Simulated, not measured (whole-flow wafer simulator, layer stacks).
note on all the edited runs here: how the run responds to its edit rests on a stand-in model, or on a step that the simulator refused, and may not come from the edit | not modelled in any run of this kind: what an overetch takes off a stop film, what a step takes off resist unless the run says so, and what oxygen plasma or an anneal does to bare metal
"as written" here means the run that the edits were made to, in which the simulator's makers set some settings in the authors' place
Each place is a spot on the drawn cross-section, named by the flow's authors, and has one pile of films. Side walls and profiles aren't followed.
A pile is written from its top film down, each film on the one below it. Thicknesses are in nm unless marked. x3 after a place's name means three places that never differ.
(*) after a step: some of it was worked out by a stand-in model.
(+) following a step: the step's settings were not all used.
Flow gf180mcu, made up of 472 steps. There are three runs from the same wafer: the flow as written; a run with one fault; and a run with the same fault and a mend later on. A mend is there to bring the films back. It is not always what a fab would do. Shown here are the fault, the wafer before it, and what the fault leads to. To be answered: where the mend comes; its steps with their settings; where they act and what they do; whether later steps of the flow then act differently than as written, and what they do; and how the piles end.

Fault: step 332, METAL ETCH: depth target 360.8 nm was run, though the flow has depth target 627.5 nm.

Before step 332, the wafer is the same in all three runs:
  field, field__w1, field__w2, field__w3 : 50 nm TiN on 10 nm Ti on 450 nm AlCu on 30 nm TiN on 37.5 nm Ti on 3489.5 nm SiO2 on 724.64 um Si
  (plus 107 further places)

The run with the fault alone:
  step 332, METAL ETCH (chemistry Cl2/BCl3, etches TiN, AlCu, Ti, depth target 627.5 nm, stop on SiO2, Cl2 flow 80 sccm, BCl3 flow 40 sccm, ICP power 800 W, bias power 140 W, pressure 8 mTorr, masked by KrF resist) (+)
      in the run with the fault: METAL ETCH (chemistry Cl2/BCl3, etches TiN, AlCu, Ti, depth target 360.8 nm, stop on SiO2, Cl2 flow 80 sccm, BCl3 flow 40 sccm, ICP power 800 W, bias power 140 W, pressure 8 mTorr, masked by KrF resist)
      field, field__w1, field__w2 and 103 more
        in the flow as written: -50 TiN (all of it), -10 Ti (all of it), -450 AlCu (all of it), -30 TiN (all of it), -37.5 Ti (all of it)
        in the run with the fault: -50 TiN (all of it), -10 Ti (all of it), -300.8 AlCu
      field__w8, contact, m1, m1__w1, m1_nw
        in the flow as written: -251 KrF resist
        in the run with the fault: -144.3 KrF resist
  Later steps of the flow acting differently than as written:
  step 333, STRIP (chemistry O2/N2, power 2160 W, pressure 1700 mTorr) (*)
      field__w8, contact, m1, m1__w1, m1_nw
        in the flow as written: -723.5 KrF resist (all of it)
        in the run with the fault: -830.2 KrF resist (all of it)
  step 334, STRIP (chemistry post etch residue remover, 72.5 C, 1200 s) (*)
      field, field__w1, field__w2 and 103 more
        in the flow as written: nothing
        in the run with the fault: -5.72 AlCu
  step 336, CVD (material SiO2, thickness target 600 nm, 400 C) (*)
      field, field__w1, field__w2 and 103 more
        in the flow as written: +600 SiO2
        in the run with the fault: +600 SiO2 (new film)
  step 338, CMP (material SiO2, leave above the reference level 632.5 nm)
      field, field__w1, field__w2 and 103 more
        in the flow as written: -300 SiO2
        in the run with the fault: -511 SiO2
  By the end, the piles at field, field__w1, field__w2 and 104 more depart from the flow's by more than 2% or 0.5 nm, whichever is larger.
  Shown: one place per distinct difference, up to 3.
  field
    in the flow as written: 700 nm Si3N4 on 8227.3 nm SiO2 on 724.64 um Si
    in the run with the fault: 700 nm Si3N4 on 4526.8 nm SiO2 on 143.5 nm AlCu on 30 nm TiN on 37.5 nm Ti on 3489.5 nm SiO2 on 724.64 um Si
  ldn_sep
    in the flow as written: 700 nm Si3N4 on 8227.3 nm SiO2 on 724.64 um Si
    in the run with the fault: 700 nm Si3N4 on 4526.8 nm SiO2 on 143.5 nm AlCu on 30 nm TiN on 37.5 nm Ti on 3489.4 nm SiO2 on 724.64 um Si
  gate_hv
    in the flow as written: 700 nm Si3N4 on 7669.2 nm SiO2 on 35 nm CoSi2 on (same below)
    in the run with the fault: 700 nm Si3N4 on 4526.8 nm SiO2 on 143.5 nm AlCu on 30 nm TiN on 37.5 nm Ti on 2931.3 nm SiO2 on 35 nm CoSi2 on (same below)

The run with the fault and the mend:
  The mend follows step 334.
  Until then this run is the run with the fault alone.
  step 334a, DEHYDRATE (200 C, 60 s) (the flow's step 325, run once more)
      does not change any film at any place that is followed
  step 334b, HMDS (120 C, 60 s) (the flow's step 326, run once more)
      does not change any film at any place that is followed
  step 334c, COAT (KrF resist, thickness 1000 nm) (*) (the flow's step 327, run once more)
      iso_ptap_pw, iso_ntap_nw, iso_nw_fld and 33 more
        +1000 KrF resist (new film)
      field_sub__w2, field_sub__w4, gate and 10 more
        +1002.3 KrF resist (new film)
      p_well, sti, spacer and 7 more
        +1002.5 KrF resist (new film)
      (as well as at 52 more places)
  step 334d, SOFTBAKE (KrF resist) (the flow's step 328, run once more)
      does not change any film at any place that is followed
  step 334e, EXPOSE (photomask Metal3) (the flow's step 329, run once more)
      does not change any film at any place that is followed
  step 334f, PEB (KrF resist, 135 C, 90 s) (the flow's step 330, run once more)
      field__w1, field__w2, field__w3 and 58 more
        -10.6 KrF resist
      iso_ptap_pw, iso_ntap_nw, iso_nw_fld and 33 more
        -10.5 KrF resist
      sd_p, gate_p, nw_sep_fld, polyc_n
        -10.7 KrF resist
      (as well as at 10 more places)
  step 334g, DEVELOP (thickness 1000 nm, 60 s) (the flow's step 331, run once more)
      iso_ptap_pw, iso_ntap_nw, iso_nw_fld and 33 more
        -989.5 KrF resist (all of it)
      field_sub__w2, field_sub__w4, active and 10 more
        -991.7 KrF resist (all of it)
      field__w5, field__w9, field_sub__w1 and 7 more
        -991.8 KrF resist (all of it)
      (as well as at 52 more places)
  step 334h, METAL ETCH (chemistry Cl2/BCl3, etches TiN, AlCu, Ti, depth target 266.7 nm, stop on SiO2, Cl2 flow 80 sccm, BCl3 flow 40 sccm, ICP power 800 W, bias power 140 W, pressure 8 mTorr, masked by KrF resist) (+) (the flow's step 332, run once more with other settings)
      field, field__w1, field__w2 and 103 more
        -143.5 AlCu (all of it), -30 TiN (all of it), -37.5 Ti (all of it)
      field__w8, contact, m1, m1__w1, m1_nw
        -106.7 KrF resist
  step 334i, STRIP (chemistry O2/N2, power 2160 W, pressure 1700 mTorr) (*) (the flow's step 333, run once more)
      field__w8
        -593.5 KrF resist (all of it)
      contact
        -591.6 KrF resist (all of it)
      m1
        -593.7 KrF resist (all of it)
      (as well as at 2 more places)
  step 334j, STRIP (chemistry post etch residue remover, 72.5 C, 1200 s) (*) (the flow's step 334, run once more)
      field__w8, contact, m1, m1__w1, m1_nw
        -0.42 TiN
  None of the later steps of the flow differs from how it acts as written, at any place that is followed, by more than 2% or 0.5 nm, whichever is larger.
  The piles end only slightly different from the flow's at the places that both follow, by no more than 2% or 0.5 nm, whichever is larger.
